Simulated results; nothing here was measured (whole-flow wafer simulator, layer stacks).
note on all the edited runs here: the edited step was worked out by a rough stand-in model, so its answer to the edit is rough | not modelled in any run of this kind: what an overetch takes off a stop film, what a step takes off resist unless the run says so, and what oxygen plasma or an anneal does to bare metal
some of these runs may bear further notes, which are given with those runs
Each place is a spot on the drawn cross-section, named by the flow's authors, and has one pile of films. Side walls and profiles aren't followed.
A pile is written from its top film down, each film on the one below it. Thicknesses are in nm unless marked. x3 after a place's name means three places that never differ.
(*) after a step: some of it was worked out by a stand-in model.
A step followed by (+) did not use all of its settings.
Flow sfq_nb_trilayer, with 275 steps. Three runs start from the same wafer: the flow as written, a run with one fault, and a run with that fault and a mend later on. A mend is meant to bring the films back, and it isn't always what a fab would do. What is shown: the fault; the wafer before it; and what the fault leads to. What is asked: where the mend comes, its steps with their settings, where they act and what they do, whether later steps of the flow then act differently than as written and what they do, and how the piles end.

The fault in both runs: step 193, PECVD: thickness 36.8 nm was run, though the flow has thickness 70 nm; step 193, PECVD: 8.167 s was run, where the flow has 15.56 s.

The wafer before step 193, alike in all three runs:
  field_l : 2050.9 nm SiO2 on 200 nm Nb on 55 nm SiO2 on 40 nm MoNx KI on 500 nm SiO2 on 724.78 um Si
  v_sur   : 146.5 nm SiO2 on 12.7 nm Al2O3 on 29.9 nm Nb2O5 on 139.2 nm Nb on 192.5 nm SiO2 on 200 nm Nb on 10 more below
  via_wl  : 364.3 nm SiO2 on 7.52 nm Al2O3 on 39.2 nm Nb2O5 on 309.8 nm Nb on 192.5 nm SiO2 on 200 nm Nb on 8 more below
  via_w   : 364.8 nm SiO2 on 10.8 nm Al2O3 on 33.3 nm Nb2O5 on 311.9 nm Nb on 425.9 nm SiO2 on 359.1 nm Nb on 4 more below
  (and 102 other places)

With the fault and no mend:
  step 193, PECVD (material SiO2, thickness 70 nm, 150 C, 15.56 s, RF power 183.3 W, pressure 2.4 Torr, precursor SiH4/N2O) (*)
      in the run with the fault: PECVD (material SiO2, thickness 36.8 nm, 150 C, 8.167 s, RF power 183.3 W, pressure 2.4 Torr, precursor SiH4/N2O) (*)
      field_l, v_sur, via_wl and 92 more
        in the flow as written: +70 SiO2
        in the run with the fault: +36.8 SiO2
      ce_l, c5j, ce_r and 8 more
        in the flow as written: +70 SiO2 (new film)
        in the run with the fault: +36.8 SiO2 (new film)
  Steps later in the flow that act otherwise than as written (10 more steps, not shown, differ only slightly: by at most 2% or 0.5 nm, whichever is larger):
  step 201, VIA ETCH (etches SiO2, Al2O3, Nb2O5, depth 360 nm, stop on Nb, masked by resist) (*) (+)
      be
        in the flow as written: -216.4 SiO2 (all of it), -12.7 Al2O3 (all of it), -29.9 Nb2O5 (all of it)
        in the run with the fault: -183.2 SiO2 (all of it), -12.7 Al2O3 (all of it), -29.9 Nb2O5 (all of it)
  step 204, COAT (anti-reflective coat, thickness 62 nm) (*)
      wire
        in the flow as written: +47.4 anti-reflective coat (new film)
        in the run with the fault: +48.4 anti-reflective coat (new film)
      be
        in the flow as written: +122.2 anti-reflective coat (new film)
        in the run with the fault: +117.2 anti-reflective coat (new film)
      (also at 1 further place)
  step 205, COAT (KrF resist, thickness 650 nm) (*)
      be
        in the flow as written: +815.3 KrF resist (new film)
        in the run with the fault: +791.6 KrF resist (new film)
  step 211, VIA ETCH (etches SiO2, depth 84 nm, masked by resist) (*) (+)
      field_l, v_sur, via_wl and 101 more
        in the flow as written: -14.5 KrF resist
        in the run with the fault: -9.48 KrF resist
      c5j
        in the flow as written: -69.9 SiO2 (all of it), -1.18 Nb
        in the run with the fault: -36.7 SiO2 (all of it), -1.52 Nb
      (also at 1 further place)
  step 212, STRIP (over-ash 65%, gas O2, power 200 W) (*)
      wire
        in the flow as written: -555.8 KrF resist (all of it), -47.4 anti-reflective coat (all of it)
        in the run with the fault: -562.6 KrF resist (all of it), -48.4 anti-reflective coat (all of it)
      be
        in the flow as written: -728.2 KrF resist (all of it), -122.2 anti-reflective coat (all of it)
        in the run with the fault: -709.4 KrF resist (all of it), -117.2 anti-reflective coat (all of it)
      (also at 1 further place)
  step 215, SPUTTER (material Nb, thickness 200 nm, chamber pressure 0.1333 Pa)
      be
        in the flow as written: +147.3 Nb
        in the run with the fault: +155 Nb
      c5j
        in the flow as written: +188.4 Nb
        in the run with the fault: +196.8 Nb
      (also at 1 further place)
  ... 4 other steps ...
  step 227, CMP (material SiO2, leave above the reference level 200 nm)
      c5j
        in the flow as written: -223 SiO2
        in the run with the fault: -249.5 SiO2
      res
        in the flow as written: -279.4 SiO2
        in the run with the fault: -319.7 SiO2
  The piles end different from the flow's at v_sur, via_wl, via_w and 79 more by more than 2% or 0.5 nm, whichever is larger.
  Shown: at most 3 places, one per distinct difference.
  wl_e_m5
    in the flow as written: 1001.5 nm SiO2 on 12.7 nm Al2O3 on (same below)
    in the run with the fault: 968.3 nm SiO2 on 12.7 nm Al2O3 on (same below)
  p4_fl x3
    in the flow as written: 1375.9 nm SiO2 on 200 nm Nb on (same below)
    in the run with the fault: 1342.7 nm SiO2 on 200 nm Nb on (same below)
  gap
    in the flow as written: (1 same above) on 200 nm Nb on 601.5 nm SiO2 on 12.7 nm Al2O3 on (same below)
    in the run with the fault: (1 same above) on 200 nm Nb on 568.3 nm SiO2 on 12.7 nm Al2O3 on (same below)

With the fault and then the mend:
  The mend follows step 193.
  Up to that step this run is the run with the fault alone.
  step 193a, PECVD (material SiO2, thickness 33.2 nm, 150 C, 7.378 s, RF power 183.3 W, pressure 2.4 Torr, precursor SiH4/N2O) (*) (the flow's step 193 again, with other settings)
      field_l, v_sur, via_wl and 103 more
        +33.2 SiO2
  None of the later steps of the flow differs from how it acts as written, at any place that is followed, by more than 2% or 0.5 nm, whichever is larger.
  The piles end the same as the flow's at every place that both follow.
